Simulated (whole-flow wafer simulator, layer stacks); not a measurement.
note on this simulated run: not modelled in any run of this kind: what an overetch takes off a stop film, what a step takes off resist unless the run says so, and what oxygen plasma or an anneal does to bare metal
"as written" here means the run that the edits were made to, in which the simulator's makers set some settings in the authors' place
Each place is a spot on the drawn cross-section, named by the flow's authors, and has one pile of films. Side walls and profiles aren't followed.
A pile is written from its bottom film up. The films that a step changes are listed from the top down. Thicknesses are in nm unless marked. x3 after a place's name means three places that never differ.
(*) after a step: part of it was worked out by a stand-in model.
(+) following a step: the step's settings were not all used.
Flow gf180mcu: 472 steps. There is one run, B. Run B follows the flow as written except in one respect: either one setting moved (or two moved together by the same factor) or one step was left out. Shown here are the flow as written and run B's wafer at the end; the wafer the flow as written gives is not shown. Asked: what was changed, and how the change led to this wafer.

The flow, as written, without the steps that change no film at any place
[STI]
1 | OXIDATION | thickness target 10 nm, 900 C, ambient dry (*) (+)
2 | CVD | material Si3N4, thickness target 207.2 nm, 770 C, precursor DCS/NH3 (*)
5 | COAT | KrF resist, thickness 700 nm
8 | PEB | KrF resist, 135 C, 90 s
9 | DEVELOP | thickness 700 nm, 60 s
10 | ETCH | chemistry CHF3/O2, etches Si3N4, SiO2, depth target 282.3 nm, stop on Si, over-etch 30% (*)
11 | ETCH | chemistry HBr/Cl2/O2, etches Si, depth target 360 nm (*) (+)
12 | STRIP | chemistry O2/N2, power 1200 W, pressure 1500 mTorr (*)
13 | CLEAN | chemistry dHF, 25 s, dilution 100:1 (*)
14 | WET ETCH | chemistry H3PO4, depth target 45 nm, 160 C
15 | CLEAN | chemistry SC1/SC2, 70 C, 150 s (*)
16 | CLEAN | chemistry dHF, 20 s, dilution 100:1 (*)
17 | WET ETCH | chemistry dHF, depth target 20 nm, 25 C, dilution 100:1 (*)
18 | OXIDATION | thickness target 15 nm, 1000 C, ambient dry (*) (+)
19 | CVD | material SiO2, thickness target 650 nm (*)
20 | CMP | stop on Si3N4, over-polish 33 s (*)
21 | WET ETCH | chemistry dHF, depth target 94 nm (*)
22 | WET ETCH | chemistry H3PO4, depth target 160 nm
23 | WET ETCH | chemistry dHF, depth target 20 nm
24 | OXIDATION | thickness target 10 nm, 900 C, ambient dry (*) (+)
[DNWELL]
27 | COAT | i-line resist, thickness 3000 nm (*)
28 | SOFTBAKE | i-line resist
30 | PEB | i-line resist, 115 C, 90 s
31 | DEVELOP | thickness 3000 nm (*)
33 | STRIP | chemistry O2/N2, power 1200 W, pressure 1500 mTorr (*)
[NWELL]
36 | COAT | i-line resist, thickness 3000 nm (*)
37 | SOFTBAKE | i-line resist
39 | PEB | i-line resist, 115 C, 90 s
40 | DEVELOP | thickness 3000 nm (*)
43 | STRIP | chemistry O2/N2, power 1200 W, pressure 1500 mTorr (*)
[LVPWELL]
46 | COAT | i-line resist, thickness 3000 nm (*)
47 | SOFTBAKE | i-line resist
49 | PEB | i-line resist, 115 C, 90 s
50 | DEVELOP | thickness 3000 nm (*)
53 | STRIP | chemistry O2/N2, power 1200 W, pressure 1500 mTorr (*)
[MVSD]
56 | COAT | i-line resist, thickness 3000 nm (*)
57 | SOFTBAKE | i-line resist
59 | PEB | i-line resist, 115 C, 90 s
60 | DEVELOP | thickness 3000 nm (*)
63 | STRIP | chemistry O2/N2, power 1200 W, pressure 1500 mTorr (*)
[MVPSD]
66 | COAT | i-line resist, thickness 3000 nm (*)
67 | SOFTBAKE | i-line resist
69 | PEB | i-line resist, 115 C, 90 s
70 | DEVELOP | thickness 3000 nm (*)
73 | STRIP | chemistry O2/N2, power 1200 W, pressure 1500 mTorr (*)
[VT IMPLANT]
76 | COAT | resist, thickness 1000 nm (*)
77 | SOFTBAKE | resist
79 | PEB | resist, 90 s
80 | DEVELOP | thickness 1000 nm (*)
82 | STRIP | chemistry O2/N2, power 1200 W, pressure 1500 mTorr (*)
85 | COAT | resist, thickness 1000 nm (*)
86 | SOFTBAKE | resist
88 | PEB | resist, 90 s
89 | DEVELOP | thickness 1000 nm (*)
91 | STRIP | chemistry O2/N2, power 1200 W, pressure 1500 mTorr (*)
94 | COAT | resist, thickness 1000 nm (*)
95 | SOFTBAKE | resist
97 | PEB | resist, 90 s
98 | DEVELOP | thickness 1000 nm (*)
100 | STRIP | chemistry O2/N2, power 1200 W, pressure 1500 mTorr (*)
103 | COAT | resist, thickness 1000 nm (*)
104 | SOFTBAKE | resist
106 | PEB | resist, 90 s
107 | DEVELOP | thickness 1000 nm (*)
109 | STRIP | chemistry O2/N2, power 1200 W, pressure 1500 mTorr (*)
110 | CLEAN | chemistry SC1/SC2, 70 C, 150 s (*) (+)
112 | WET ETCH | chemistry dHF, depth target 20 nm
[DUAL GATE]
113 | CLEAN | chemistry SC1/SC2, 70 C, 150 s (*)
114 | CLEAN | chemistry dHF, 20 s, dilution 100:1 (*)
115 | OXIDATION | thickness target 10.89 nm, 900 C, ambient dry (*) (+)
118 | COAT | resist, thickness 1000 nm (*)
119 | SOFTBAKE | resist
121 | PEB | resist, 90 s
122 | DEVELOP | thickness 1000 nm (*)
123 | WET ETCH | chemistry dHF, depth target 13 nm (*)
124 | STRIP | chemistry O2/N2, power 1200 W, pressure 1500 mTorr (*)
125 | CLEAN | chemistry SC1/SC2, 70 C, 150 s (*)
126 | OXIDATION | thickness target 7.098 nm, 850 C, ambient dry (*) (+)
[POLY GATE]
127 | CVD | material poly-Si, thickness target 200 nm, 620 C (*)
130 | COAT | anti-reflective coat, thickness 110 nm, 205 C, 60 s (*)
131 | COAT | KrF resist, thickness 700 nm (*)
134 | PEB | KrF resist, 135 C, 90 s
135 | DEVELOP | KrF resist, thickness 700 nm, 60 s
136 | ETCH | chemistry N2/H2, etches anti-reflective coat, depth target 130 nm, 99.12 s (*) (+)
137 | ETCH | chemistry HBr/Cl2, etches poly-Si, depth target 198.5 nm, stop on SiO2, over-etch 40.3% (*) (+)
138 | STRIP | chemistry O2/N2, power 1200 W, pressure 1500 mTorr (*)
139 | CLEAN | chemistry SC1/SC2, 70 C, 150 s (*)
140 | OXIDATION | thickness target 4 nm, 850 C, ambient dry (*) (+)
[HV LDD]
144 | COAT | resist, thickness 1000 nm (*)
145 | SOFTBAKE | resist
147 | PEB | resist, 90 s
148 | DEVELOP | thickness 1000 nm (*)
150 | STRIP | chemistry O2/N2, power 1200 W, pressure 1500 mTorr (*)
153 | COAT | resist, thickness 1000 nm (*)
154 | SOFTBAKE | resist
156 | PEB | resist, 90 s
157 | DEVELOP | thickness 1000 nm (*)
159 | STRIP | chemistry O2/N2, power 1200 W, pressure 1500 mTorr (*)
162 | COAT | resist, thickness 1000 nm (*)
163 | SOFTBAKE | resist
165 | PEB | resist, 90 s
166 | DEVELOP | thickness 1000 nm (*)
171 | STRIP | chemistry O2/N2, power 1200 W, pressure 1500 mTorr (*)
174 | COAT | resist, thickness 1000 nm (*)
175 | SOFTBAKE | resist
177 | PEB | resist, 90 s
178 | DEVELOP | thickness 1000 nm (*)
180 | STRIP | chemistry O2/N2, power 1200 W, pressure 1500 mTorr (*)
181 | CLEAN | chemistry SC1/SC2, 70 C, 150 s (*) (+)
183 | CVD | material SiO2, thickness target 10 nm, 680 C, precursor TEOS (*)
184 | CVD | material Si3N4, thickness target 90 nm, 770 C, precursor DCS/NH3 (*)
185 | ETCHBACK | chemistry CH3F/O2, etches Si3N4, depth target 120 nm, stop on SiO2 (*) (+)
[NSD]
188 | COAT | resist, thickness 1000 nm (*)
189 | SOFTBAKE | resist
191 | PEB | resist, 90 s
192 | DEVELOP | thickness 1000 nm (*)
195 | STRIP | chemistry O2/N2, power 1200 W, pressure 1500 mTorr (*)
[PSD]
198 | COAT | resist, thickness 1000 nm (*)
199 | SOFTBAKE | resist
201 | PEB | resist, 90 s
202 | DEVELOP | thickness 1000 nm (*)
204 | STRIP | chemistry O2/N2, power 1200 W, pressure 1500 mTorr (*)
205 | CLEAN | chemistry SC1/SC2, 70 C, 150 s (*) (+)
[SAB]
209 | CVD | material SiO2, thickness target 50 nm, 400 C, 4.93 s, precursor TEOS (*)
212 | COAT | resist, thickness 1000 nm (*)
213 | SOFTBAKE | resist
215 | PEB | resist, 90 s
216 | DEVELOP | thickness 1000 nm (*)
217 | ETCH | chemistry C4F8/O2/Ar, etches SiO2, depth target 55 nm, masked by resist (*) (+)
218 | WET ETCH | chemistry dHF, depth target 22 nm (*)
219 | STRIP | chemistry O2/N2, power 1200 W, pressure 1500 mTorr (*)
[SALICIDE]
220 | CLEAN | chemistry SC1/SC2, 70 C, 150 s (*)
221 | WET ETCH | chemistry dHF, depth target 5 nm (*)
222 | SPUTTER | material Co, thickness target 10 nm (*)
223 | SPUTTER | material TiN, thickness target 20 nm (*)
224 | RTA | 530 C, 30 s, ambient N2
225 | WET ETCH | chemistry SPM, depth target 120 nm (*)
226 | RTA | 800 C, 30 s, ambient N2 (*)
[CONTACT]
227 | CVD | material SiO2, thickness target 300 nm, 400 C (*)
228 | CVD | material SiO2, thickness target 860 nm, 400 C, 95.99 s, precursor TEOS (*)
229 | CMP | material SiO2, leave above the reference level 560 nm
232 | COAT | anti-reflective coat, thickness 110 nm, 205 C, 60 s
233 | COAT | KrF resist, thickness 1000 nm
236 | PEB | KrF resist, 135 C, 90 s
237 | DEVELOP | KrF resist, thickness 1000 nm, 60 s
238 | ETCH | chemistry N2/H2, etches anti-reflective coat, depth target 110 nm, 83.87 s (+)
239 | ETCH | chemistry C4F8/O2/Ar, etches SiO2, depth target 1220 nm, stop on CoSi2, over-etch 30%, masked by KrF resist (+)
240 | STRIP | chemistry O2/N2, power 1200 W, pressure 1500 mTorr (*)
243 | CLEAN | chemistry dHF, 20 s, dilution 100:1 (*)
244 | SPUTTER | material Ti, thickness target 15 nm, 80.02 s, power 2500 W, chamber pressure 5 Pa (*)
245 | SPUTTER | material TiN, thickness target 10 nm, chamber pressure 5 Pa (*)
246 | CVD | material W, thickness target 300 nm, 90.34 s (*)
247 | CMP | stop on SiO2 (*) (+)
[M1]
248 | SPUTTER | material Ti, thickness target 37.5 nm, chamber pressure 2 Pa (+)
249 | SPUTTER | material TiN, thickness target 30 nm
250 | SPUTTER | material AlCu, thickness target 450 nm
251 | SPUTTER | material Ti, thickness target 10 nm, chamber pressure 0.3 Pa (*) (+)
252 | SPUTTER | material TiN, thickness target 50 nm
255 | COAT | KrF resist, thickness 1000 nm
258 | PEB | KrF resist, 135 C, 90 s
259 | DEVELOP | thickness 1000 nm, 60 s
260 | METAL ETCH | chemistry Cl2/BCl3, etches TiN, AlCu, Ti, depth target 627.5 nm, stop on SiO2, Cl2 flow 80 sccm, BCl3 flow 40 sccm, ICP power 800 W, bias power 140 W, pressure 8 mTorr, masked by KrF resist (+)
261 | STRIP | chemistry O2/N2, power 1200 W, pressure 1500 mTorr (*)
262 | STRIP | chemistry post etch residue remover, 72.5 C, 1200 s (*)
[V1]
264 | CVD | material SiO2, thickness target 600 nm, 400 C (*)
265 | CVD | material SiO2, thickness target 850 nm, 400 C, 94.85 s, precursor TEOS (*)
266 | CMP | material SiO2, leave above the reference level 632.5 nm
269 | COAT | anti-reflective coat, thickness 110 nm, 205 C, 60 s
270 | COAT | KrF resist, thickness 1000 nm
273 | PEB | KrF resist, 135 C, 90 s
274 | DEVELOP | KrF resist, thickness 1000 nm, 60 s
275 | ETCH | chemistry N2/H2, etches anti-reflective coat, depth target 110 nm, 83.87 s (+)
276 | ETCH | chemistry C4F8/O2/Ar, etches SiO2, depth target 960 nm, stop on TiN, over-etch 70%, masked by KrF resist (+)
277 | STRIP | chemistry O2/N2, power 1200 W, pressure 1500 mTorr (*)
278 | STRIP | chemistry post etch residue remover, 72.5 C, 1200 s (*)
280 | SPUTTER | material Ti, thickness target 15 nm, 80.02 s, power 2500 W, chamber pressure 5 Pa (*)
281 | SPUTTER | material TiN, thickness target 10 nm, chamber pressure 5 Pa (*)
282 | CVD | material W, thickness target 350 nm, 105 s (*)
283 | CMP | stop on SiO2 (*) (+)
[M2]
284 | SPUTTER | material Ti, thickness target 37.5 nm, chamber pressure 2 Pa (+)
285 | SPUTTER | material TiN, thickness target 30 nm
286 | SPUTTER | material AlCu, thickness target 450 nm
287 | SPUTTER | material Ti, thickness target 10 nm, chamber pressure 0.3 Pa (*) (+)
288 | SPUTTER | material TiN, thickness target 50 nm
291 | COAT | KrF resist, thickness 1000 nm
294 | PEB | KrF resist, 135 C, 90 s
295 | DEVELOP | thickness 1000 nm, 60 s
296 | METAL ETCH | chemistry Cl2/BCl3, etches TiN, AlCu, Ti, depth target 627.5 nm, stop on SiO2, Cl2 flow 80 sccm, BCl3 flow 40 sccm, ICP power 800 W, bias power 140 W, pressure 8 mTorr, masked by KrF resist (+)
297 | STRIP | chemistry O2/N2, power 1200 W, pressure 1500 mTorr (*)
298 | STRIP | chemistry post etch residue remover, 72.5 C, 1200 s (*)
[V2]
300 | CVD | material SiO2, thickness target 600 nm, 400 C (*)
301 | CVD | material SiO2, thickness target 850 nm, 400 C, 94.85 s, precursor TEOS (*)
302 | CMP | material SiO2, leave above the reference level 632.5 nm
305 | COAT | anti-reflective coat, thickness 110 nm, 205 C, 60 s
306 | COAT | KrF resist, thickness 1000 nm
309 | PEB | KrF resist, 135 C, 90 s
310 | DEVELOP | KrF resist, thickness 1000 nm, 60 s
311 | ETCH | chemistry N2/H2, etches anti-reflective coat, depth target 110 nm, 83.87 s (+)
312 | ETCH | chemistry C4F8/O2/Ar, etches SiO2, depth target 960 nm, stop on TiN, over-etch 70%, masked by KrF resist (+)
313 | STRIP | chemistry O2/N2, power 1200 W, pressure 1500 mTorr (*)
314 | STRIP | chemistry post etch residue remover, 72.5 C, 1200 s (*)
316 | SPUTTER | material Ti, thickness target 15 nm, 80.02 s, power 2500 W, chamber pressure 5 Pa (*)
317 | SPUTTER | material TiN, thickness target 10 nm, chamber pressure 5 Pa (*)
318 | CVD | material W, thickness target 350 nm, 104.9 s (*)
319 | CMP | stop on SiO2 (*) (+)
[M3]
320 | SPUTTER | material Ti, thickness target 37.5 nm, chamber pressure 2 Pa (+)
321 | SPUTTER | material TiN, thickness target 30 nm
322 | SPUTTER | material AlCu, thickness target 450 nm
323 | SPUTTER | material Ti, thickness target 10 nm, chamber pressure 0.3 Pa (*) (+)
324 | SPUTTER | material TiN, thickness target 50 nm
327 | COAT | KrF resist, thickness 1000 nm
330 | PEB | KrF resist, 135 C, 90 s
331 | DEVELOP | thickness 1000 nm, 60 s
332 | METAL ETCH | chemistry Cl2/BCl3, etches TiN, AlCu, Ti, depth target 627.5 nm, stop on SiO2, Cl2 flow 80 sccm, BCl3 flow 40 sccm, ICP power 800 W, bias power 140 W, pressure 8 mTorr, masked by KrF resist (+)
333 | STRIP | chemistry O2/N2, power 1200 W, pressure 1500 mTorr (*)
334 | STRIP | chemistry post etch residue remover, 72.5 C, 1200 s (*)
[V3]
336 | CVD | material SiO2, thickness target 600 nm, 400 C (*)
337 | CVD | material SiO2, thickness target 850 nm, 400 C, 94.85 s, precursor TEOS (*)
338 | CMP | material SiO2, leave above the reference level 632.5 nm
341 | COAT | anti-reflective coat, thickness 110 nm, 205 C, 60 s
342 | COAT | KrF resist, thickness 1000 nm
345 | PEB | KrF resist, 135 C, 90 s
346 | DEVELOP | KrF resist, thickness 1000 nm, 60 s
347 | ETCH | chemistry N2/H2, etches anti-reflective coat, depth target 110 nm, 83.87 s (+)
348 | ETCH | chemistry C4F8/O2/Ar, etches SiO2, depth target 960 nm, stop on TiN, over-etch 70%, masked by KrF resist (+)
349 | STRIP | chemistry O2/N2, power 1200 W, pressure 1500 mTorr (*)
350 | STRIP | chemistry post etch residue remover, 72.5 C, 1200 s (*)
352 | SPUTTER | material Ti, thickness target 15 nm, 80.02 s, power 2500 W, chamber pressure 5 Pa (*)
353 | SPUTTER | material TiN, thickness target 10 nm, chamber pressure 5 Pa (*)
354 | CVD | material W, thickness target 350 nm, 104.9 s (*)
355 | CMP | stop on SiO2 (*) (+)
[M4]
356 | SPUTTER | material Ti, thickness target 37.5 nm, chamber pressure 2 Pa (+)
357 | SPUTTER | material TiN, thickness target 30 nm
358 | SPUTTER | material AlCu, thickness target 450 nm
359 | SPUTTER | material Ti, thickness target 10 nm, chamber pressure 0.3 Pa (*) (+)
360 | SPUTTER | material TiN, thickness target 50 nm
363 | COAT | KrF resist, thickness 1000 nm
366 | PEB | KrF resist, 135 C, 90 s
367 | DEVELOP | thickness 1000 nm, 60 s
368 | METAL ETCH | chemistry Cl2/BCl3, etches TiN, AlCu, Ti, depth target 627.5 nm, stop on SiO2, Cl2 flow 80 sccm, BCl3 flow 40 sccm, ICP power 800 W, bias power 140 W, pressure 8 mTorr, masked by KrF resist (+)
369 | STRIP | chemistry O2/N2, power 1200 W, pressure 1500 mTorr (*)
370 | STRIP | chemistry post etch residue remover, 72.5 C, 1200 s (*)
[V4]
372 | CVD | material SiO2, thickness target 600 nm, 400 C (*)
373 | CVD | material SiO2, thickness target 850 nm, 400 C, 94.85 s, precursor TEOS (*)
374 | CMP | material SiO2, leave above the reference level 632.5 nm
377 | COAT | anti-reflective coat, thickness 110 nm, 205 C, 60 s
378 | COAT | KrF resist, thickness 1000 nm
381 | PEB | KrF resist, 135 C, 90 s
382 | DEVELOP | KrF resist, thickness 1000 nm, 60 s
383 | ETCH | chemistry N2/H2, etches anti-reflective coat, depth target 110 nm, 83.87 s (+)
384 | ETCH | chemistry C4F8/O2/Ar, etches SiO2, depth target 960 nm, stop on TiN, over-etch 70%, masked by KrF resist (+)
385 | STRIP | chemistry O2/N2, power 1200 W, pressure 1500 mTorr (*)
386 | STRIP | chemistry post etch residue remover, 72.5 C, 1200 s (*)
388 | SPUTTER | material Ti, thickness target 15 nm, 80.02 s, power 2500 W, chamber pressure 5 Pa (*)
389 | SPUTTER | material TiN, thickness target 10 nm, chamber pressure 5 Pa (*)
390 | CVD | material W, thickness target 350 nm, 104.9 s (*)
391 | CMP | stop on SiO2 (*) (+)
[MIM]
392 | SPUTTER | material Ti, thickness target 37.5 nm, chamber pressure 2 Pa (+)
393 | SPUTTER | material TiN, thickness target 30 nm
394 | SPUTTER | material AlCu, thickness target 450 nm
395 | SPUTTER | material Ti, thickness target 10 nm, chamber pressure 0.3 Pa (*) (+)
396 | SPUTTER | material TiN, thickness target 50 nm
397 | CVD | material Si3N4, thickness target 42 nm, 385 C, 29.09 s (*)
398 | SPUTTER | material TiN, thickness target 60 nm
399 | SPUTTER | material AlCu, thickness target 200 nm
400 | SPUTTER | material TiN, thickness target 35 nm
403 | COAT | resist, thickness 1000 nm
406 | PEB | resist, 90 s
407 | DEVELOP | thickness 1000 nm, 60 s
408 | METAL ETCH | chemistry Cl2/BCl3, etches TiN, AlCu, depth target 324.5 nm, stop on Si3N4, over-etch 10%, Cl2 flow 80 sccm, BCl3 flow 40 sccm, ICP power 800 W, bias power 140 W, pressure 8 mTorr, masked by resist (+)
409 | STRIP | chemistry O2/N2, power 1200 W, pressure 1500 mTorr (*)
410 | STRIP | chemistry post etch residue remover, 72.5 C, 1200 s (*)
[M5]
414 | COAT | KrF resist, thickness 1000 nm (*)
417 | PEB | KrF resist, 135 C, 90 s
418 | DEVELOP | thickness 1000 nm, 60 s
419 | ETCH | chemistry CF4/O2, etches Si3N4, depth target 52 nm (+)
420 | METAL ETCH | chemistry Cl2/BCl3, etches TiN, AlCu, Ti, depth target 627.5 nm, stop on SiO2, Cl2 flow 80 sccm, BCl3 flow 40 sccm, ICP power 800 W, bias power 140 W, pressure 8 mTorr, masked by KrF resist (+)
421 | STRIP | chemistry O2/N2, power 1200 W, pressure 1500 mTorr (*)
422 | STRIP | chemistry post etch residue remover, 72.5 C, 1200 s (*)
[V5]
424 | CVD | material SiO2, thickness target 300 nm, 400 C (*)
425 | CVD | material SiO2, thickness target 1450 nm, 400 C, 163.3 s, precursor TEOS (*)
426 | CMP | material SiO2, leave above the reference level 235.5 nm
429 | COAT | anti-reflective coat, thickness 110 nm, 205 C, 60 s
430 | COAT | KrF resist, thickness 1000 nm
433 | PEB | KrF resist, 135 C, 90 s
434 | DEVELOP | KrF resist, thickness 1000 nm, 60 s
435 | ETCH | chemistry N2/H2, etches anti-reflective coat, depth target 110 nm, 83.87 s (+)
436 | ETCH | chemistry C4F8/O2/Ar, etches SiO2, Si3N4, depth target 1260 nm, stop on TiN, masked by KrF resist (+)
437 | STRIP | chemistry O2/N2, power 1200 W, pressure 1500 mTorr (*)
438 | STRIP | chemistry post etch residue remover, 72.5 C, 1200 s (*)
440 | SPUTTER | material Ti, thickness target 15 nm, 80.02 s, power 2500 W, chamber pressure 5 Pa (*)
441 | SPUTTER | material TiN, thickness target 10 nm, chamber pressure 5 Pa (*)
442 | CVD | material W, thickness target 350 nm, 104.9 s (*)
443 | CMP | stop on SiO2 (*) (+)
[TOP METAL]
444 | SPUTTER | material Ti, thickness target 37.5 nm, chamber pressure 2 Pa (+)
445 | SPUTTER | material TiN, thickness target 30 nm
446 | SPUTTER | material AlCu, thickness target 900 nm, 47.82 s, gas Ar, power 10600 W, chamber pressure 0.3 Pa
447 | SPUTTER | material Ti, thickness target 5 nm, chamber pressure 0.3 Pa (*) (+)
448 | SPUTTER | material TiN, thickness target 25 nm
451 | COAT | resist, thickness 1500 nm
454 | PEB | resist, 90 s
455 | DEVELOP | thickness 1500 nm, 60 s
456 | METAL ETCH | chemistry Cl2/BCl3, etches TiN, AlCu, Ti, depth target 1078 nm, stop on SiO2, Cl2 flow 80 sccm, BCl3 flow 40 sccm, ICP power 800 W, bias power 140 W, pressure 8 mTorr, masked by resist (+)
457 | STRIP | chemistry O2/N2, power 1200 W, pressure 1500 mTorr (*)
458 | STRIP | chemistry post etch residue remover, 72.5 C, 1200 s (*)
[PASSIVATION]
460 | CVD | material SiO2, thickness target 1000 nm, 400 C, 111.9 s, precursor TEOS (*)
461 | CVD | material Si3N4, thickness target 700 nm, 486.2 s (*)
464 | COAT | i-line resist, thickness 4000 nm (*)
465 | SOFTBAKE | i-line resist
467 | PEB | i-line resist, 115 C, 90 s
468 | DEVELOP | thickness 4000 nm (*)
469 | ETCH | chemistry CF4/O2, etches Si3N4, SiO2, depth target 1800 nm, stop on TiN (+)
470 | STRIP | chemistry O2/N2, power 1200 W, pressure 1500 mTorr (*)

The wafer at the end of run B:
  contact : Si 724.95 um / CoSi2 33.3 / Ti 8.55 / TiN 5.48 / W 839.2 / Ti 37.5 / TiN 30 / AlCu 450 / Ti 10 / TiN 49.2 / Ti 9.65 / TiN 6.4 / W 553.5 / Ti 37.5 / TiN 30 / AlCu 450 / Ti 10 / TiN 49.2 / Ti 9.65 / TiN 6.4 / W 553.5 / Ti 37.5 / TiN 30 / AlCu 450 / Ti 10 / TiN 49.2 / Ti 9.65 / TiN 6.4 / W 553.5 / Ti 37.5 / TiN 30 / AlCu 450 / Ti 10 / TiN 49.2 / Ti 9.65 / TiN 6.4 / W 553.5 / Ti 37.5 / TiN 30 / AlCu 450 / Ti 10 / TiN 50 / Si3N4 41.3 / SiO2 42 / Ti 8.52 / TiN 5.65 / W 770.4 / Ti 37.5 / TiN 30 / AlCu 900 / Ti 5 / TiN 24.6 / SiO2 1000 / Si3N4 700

What caused this: step 436, ETCH: depth target 787.5 nm was run, while the flow as written has depth target 1260 nm.

How this came from the change, step by step:
  436 | ETCH | chemistry C4F8/O2/Ar, etches SiO2, Si3N4, depth target 1260 nm, stop on TiN, masked by KrF resist (+)
      contact: -787.5 SiO2 (in the flow as written it would be: -829.5 SiO2 (all of it), -41.3 Si3N4 (all of it))
      field, field__w1, field__w2 and 108 more: -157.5 KrF resist (in the flow as written it would be: -252 KrF resist)
  437 | STRIP | chemistry O2/N2, power 1200 W, pressure 1500 mTorr (*)
      field, field__w1, field__w2 and 108 more: -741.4 KrF resist (all of it), -110 anti-reflective coat (all of it) (in the flow as written it would be: -646.9 KrF resist (all of it), -110 anti-reflective coat (all of it))
  442 | CVD | material W, thickness target 350 nm, 104.9 s (*)
      contact: +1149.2 W (new film) (in the flow as written it would be: +1233.6 W (new film))
With metal films that touch counted as one body, contact has 2 bodies (between them, from the top down: SiO2 42 / Si3N4 41.3); the flow as written gives 1 body.
